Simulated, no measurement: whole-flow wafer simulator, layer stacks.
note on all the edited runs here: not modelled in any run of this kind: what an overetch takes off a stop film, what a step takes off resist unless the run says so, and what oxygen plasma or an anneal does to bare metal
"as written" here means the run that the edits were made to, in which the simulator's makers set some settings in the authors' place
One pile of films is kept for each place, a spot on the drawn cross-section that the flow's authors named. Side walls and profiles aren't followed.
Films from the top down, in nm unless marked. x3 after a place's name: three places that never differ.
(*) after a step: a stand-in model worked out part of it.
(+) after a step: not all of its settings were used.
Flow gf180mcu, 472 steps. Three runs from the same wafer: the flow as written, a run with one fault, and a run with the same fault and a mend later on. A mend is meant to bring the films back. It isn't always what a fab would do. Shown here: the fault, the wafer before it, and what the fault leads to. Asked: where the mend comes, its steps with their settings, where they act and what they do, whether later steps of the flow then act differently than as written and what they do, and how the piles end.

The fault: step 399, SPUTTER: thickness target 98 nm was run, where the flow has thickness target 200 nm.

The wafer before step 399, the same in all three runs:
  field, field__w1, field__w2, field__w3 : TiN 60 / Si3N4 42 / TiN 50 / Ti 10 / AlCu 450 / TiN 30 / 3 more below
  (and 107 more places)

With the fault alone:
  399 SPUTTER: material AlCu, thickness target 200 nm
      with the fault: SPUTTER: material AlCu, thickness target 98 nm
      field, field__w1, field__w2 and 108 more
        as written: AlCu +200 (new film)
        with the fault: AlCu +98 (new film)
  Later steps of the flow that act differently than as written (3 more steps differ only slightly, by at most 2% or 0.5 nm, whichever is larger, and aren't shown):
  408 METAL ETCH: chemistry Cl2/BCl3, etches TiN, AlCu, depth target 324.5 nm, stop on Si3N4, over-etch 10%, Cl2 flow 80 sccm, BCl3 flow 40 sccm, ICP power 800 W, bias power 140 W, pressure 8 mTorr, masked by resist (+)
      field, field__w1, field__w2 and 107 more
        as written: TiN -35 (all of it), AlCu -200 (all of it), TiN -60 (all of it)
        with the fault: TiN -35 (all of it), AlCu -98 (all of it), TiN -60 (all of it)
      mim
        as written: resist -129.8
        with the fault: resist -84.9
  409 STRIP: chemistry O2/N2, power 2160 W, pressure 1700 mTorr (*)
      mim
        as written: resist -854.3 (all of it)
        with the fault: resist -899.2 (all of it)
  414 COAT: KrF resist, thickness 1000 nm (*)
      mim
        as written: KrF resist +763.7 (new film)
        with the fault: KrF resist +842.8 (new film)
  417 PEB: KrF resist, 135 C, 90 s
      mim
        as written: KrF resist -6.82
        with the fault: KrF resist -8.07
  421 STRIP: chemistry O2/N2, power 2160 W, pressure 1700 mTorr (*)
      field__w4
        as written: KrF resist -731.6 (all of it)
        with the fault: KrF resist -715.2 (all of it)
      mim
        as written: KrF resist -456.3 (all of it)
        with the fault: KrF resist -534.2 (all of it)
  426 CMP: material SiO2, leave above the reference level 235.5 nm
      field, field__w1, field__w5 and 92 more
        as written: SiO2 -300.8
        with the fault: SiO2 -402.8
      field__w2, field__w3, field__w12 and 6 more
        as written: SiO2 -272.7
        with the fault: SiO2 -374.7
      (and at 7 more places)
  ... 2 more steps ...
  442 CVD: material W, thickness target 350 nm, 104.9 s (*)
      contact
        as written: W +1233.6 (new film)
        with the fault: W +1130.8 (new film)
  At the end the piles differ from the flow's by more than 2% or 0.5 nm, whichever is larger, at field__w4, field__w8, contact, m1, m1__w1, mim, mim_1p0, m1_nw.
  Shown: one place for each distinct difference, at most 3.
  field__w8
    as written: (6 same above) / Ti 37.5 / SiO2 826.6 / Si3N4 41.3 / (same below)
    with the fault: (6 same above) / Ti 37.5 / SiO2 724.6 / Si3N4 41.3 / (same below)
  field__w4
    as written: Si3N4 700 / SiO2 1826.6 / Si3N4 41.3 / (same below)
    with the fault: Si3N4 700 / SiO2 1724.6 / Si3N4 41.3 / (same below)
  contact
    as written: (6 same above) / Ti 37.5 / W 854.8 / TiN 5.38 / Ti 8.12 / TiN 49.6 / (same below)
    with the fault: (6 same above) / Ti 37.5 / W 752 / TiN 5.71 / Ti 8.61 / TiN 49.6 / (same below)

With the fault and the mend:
  The mend comes after step 399.
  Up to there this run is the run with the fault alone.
  399a SPUTTER: material AlCu, thickness target 102 nm (the flow's step 399 once more, with other settings)
      field, field__w1, field__w2 and 108 more
        AlCu +102
  No later step of the flow acts differently than as written at any place that is followed.
  At the end the piles are the same as the flow's at every place that both follow.
